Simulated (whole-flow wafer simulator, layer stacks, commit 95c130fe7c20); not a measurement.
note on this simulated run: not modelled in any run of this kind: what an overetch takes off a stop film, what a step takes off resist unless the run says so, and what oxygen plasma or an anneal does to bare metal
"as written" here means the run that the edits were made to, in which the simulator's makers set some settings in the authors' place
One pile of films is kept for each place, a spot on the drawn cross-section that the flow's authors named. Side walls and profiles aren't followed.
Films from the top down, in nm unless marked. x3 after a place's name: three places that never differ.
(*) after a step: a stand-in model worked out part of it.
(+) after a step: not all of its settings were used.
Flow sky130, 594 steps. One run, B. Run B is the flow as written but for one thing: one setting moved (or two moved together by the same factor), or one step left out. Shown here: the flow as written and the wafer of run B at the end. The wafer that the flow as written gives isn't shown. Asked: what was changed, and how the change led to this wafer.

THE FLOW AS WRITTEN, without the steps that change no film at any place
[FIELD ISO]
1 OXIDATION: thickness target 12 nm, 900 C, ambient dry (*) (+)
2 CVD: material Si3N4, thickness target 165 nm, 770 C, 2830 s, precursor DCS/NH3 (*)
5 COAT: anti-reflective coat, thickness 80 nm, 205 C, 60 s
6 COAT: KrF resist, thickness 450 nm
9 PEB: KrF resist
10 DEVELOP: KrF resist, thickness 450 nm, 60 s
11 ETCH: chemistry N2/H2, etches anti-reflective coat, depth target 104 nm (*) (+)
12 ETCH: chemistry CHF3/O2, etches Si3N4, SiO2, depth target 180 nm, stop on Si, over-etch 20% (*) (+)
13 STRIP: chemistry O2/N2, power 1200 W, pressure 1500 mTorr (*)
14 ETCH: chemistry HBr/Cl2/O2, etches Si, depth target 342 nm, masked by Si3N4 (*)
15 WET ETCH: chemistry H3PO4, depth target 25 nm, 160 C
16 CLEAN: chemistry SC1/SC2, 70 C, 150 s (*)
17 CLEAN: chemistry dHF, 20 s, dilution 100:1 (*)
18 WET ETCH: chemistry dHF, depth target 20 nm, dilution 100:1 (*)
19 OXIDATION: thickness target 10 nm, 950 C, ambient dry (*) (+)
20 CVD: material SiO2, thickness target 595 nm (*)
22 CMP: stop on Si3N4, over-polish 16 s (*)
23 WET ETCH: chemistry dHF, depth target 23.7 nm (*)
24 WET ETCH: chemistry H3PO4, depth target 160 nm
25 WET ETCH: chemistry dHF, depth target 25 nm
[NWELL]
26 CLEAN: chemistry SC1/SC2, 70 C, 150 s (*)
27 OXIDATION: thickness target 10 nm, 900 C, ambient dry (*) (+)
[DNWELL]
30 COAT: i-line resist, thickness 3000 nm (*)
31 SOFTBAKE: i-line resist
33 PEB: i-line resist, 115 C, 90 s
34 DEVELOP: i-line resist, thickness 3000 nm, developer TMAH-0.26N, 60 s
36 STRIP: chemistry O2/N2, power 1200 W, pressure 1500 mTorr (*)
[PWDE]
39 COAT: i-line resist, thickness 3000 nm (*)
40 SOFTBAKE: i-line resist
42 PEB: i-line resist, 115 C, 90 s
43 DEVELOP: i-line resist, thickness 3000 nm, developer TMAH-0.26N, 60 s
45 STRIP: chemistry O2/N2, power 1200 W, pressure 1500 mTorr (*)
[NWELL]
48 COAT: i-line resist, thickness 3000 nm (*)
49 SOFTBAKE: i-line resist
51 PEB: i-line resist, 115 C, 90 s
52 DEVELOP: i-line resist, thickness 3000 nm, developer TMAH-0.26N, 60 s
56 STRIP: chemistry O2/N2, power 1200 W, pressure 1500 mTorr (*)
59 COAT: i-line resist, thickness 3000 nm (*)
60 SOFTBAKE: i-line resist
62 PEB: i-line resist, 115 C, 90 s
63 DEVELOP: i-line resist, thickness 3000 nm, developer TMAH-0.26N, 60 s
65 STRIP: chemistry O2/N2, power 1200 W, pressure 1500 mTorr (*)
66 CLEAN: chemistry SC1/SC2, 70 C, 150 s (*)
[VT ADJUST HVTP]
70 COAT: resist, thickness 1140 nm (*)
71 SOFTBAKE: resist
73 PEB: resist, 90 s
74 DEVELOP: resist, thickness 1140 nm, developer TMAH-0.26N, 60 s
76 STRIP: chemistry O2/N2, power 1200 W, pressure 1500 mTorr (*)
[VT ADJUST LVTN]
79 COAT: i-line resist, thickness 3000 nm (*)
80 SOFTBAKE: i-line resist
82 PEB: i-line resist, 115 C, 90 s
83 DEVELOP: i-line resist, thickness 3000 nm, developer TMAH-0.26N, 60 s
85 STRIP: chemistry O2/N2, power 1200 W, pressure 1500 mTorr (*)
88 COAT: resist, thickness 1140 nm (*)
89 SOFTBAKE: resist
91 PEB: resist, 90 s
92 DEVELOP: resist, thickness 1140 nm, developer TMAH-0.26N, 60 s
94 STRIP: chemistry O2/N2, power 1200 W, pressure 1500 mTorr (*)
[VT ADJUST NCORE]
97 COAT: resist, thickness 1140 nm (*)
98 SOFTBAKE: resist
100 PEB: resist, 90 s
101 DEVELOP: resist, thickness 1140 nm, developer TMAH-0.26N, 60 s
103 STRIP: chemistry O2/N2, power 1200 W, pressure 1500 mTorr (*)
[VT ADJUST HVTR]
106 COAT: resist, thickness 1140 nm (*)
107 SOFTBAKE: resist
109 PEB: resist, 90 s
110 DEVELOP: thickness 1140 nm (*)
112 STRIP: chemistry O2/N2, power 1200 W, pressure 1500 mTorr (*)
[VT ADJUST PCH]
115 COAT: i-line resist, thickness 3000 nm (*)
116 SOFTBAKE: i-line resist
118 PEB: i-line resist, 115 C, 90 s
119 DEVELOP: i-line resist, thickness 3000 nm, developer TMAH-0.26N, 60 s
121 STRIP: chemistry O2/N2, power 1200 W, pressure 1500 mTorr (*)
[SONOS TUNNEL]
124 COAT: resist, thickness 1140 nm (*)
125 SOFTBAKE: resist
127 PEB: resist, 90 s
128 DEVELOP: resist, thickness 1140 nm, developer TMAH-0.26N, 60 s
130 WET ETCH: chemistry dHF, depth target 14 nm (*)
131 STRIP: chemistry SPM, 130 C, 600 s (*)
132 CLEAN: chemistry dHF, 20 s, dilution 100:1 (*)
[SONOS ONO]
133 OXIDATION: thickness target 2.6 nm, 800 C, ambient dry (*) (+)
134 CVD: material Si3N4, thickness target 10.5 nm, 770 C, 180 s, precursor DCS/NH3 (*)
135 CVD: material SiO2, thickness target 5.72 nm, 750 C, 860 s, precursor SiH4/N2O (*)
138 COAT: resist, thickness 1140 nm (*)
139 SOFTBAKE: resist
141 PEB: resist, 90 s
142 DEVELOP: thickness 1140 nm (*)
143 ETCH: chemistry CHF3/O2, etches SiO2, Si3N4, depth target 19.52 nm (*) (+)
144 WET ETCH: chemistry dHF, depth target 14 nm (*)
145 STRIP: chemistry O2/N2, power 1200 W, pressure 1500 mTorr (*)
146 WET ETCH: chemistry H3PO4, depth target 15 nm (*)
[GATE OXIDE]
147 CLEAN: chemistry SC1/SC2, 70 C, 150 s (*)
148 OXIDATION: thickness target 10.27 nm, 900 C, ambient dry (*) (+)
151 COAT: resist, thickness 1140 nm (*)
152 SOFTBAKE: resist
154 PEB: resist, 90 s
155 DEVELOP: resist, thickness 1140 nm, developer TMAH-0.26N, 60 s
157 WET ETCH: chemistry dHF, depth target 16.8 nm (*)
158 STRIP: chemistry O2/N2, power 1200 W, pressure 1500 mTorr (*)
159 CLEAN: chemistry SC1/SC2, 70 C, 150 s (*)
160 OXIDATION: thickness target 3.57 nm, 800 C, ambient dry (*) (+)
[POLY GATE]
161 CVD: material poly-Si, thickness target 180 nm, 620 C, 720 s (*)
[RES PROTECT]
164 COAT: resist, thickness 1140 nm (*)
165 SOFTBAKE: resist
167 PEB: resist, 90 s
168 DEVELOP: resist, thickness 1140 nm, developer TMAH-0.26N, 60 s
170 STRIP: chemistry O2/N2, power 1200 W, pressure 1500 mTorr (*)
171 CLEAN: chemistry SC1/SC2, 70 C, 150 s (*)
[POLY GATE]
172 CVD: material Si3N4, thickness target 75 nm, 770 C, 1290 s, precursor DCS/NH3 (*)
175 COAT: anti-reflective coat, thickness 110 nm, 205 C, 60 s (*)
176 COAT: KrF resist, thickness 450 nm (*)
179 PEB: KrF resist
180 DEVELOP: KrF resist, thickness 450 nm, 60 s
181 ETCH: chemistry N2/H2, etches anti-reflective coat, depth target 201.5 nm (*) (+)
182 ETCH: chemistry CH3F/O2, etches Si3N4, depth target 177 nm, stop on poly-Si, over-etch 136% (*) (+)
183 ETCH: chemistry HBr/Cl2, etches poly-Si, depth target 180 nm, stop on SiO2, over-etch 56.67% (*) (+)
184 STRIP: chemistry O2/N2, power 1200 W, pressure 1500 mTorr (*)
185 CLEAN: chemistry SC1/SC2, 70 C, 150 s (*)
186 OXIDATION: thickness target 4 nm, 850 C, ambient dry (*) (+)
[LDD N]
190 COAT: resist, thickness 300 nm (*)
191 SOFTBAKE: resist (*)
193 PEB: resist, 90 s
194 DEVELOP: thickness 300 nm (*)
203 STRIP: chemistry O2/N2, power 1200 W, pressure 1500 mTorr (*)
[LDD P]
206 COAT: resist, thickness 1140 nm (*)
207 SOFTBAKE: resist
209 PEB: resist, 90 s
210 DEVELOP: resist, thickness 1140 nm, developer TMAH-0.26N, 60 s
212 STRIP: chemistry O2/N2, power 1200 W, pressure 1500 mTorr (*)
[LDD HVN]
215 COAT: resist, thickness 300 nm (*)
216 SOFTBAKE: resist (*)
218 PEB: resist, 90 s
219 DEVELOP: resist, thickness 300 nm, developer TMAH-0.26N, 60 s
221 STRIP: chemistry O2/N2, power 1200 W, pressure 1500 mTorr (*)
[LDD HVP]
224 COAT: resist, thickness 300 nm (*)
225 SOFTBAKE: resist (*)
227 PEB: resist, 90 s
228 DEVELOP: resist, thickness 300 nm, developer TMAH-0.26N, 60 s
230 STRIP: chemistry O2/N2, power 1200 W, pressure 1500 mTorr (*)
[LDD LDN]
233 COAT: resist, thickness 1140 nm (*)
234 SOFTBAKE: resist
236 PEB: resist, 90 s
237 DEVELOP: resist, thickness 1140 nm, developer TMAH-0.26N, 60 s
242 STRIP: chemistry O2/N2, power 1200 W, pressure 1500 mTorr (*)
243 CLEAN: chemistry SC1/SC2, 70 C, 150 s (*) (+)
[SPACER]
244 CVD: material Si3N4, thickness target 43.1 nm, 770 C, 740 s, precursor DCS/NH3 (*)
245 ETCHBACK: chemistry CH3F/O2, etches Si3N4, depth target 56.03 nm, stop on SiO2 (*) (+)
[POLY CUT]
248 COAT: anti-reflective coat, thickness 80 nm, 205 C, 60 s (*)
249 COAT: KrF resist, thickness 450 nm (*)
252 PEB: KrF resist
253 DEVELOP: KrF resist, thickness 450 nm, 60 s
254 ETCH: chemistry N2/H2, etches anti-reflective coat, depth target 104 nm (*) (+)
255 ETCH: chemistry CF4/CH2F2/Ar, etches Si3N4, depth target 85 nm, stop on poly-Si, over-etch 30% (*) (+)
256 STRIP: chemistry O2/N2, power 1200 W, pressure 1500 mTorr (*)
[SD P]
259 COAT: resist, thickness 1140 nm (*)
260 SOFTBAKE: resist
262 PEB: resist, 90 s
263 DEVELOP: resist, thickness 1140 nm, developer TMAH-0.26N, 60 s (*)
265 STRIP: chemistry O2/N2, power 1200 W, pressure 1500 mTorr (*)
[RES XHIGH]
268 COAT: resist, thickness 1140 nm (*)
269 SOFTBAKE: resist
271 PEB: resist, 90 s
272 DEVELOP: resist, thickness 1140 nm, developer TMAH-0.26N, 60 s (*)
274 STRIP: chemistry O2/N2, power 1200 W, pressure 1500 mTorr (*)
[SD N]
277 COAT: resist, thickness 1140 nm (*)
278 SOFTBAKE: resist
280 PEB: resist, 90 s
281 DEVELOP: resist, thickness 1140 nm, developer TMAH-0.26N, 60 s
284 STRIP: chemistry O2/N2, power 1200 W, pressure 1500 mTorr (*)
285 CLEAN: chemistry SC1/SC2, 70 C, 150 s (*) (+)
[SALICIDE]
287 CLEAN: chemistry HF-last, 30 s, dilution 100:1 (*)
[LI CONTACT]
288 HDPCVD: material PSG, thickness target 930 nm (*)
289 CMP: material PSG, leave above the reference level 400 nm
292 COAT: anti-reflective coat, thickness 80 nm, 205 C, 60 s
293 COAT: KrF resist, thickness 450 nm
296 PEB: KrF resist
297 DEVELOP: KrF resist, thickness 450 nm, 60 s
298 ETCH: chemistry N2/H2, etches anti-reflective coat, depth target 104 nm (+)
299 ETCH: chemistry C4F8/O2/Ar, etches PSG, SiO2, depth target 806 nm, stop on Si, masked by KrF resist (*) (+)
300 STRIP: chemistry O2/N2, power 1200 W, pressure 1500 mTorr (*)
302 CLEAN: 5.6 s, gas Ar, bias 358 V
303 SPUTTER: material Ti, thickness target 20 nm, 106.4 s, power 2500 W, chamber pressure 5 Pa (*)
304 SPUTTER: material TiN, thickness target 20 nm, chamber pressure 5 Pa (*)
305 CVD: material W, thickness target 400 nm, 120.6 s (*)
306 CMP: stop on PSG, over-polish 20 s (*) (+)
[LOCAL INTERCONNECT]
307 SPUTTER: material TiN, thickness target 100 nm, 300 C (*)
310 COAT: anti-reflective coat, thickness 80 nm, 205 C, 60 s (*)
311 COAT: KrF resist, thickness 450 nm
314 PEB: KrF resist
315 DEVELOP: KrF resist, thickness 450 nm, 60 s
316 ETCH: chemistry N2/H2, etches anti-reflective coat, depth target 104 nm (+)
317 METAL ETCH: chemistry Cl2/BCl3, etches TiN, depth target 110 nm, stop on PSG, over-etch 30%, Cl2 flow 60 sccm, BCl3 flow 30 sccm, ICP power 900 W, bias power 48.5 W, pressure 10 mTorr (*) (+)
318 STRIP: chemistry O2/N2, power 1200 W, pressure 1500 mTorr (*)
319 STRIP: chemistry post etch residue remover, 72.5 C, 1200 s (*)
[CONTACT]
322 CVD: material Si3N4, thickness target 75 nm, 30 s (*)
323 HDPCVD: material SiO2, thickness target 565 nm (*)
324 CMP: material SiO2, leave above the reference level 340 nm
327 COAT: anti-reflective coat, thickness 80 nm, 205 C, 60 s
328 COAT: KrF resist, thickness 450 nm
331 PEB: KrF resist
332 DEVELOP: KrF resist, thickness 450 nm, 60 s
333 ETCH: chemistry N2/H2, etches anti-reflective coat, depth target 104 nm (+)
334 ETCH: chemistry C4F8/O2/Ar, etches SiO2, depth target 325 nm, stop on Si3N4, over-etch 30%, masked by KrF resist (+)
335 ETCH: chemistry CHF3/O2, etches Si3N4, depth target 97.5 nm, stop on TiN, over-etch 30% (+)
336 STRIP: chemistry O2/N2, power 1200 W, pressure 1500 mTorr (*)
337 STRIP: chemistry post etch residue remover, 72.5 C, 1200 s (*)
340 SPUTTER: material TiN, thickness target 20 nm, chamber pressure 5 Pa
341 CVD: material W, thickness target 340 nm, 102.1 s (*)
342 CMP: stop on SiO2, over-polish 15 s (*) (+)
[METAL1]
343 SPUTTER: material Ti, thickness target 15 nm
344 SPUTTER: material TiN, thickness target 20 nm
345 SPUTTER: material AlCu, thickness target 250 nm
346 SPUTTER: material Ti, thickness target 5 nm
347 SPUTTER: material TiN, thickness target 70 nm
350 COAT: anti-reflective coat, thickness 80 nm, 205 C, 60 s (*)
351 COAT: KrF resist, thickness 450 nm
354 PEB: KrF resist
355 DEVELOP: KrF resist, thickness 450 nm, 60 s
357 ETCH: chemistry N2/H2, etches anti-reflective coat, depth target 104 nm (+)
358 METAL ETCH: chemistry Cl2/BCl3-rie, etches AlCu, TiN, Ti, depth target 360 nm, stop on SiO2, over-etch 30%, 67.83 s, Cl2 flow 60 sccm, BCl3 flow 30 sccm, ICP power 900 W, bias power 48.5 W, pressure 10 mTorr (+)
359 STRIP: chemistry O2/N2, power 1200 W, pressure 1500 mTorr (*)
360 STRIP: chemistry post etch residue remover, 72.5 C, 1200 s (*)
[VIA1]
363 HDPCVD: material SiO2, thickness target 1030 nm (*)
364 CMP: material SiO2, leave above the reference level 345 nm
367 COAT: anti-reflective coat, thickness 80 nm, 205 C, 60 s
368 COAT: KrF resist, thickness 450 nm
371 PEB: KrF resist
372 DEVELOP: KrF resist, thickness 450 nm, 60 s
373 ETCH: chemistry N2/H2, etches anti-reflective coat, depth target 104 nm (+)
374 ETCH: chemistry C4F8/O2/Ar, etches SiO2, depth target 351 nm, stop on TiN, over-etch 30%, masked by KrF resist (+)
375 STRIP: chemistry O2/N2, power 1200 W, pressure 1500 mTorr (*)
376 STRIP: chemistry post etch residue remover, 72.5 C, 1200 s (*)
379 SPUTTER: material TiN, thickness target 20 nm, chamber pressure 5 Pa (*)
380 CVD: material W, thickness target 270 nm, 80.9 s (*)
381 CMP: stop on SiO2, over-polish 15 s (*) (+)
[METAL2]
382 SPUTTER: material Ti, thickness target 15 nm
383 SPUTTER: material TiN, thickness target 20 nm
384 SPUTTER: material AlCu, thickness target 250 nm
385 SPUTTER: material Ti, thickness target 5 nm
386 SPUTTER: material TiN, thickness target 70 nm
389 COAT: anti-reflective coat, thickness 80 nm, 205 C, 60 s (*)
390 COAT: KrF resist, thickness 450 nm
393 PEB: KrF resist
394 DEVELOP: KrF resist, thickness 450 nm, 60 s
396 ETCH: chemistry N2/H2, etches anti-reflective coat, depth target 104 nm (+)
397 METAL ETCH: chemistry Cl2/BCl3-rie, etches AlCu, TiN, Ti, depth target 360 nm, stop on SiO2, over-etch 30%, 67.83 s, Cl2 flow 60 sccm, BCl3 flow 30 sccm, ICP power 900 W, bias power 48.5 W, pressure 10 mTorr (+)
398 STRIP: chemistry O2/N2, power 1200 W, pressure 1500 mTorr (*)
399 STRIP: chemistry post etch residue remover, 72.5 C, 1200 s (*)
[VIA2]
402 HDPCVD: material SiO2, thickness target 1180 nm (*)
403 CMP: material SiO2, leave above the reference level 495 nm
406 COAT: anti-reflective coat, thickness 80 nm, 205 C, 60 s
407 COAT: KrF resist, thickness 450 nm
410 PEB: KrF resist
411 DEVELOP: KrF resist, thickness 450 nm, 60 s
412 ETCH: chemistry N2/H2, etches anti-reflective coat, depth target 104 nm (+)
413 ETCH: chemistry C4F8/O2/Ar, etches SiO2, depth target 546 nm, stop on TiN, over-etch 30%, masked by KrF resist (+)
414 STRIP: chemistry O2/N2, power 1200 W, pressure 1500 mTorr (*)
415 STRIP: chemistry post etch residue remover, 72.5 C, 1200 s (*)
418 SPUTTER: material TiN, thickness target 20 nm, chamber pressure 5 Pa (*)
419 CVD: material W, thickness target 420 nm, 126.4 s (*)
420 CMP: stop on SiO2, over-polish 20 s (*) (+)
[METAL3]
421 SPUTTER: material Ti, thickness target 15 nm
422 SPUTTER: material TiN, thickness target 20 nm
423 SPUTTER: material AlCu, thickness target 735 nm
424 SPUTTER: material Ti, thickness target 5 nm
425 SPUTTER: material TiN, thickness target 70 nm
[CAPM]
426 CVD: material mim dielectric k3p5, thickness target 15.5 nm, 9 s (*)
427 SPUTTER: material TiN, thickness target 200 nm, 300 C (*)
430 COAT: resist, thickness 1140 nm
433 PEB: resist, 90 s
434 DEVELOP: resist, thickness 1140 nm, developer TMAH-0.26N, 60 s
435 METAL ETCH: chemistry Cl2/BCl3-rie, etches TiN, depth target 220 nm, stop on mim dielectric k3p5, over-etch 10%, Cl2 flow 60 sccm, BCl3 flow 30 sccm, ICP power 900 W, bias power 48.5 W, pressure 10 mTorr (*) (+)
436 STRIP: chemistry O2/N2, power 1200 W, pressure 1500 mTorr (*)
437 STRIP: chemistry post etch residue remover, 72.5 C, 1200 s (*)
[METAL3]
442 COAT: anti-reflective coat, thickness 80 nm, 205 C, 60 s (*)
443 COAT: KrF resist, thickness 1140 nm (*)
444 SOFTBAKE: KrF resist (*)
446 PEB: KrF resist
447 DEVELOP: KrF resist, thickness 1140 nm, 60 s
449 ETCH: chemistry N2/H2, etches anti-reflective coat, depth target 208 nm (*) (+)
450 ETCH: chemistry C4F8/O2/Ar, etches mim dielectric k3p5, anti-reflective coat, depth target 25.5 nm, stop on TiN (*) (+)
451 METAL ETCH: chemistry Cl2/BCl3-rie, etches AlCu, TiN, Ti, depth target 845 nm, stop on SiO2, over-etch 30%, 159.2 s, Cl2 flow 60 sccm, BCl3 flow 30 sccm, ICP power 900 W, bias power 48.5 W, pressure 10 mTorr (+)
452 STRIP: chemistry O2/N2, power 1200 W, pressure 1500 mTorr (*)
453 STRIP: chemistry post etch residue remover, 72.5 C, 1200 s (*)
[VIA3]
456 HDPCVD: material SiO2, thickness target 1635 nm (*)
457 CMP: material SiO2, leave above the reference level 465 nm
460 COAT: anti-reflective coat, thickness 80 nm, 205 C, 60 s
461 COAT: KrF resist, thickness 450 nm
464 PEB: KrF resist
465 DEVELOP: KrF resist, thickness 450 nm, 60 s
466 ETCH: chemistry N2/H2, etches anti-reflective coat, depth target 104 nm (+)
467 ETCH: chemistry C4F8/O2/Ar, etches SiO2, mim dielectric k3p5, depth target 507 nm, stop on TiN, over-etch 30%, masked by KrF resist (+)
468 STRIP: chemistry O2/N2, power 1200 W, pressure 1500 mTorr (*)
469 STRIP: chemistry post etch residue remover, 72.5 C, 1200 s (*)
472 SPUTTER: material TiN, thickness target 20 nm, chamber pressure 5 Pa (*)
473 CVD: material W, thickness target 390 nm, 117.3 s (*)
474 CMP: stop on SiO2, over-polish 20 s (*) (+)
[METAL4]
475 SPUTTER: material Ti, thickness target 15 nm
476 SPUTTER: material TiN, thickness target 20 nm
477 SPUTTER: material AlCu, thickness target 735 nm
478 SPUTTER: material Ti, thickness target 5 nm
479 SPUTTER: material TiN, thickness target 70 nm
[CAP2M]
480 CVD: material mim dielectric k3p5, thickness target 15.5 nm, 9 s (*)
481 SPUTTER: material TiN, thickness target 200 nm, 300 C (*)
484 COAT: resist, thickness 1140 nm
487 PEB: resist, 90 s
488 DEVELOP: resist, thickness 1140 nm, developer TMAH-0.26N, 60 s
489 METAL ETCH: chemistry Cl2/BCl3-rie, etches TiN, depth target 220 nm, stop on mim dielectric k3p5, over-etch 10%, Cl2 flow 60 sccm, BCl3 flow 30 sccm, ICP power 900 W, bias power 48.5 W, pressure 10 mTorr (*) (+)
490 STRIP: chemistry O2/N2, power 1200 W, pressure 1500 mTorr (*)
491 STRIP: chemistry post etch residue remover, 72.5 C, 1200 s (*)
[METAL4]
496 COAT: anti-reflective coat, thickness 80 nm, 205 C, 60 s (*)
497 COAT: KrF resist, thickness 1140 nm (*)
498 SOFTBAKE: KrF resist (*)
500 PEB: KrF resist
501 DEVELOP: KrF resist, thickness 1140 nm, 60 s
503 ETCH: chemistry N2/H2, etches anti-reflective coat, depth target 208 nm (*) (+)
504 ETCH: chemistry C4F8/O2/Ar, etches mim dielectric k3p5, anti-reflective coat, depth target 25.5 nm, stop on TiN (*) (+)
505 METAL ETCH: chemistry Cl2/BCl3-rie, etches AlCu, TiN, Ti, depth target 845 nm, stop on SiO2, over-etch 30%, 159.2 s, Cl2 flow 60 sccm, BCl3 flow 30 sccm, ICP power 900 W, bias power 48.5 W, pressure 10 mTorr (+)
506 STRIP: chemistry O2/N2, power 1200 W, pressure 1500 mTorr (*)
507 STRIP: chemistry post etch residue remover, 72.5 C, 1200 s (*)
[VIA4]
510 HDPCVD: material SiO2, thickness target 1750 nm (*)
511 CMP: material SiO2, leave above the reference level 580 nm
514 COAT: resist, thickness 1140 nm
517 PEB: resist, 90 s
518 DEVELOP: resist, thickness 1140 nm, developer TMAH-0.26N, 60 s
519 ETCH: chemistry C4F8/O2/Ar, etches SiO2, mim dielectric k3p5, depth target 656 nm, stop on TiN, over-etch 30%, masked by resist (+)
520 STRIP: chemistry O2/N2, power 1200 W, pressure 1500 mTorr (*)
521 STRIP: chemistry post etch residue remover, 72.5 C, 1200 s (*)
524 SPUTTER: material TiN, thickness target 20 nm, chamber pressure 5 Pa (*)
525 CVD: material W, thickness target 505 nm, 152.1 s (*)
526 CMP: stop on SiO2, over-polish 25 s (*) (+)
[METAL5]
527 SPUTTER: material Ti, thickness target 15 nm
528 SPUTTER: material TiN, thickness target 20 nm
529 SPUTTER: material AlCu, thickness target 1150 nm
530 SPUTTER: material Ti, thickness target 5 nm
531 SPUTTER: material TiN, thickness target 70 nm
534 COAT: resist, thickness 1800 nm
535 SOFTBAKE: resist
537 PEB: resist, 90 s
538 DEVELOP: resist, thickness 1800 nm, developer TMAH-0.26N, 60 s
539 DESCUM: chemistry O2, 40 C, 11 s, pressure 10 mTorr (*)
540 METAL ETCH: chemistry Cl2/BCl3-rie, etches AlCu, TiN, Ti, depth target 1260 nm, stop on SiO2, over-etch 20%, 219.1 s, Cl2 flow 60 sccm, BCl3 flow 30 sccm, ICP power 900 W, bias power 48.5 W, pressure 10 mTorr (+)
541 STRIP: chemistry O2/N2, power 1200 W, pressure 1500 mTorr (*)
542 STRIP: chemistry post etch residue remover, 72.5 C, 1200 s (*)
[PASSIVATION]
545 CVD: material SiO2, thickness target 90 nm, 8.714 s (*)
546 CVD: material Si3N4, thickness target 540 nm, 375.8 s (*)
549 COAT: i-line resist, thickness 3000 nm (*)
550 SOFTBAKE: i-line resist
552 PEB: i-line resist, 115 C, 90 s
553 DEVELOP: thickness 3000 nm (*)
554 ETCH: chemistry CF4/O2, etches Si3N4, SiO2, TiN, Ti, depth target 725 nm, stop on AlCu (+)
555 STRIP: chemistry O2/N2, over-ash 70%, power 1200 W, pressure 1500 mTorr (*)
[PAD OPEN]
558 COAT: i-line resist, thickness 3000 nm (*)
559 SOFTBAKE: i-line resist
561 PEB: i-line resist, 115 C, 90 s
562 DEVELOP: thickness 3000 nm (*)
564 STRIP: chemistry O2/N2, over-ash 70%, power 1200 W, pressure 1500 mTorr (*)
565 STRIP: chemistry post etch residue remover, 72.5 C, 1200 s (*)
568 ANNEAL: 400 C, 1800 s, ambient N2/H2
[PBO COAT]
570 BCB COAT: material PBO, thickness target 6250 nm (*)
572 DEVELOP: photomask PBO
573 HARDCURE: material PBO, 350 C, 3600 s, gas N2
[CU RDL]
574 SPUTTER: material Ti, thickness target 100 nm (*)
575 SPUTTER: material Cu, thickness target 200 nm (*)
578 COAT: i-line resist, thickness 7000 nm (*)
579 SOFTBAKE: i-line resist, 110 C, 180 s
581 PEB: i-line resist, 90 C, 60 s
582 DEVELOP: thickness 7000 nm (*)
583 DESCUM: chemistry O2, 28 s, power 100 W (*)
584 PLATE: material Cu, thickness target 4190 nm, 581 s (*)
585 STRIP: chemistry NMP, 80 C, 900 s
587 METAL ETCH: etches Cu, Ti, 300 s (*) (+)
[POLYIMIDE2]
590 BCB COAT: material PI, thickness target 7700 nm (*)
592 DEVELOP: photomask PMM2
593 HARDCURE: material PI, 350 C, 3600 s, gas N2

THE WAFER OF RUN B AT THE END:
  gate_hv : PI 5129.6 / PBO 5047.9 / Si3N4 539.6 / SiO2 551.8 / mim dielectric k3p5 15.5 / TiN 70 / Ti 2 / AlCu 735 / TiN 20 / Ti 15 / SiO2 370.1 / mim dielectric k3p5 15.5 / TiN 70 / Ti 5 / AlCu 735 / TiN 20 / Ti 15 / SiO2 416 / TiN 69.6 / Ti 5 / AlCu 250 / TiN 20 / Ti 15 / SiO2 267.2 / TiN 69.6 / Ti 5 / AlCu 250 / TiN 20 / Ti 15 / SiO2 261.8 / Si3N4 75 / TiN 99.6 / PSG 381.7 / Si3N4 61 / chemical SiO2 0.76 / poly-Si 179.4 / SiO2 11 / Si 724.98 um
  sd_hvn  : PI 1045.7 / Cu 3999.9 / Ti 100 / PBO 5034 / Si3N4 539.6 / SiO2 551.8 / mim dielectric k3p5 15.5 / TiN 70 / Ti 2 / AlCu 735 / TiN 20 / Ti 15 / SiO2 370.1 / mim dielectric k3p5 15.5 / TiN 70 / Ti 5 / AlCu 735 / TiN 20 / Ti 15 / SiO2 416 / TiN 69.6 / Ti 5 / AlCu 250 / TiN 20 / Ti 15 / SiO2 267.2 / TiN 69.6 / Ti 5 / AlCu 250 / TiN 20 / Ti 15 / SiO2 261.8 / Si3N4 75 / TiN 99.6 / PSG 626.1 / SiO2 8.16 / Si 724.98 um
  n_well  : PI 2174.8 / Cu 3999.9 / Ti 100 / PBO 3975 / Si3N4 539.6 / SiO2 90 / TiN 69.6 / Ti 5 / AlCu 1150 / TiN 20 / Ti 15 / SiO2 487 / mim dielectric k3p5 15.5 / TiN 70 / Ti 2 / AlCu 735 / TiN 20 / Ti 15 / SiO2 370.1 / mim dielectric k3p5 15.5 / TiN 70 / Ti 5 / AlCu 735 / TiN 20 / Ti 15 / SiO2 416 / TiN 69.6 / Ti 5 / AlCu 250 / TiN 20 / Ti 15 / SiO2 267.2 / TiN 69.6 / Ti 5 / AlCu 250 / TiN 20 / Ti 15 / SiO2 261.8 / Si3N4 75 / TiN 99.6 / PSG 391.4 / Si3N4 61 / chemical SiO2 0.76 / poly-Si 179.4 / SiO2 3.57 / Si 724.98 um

The cause: step 478, SPUTTER: thickness target 2 nm was run, where the flow has thickness target 5 nm.
It can be read off the wafer: gate_hv has Ti 2, and step 478 as written asks for 5 nm.

How the change led to this, step by step:
  478 SPUTTER: material Ti, thickness target 5 nm
      field, active, n_well and 189 more: Ti +2 (new film) (as written it would be: Ti +5 (new film))
  505 METAL ETCH: chemistry Cl2/BCl3-rie, etches AlCu, TiN, Ti, depth target 845 nm, stop on SiO2, over-etch 30%, 159.2 s, Cl2 flow 60 sccm, BCl3 flow 30 sccm, ICP power 900 W, bias power 48.5 W, pressure 10 mTorr (+)
      field, active, gate and 66 more: TiN -70 (all of it), Ti -2 (all of it), AlCu -735 (all of it), TiN -20 (all of it), Ti -15 (all of it), SiO2 -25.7 (as written it would be: TiN -70 (all of it), Ti -5 (all of it), AlCu -735 (all of it), TiN -20 (all of it), Ti -15 (all of it), SiO2 -25.4)
      vpp_iso1, m1_ln, rpo_hd and 6 more: TiN -70 (all of it), Ti -2 (all of it), AlCu -735 (all of it), TiN -20 (all of it), Ti -15 (all of it), SiO2 -25.6 (as written it would be: TiN -70 (all of it), Ti -5 (all of it), AlCu -735 (all of it), TiN -20 (all of it), Ti -15 (all of it), SiO2 -25.3)
      (and at 10 more places)
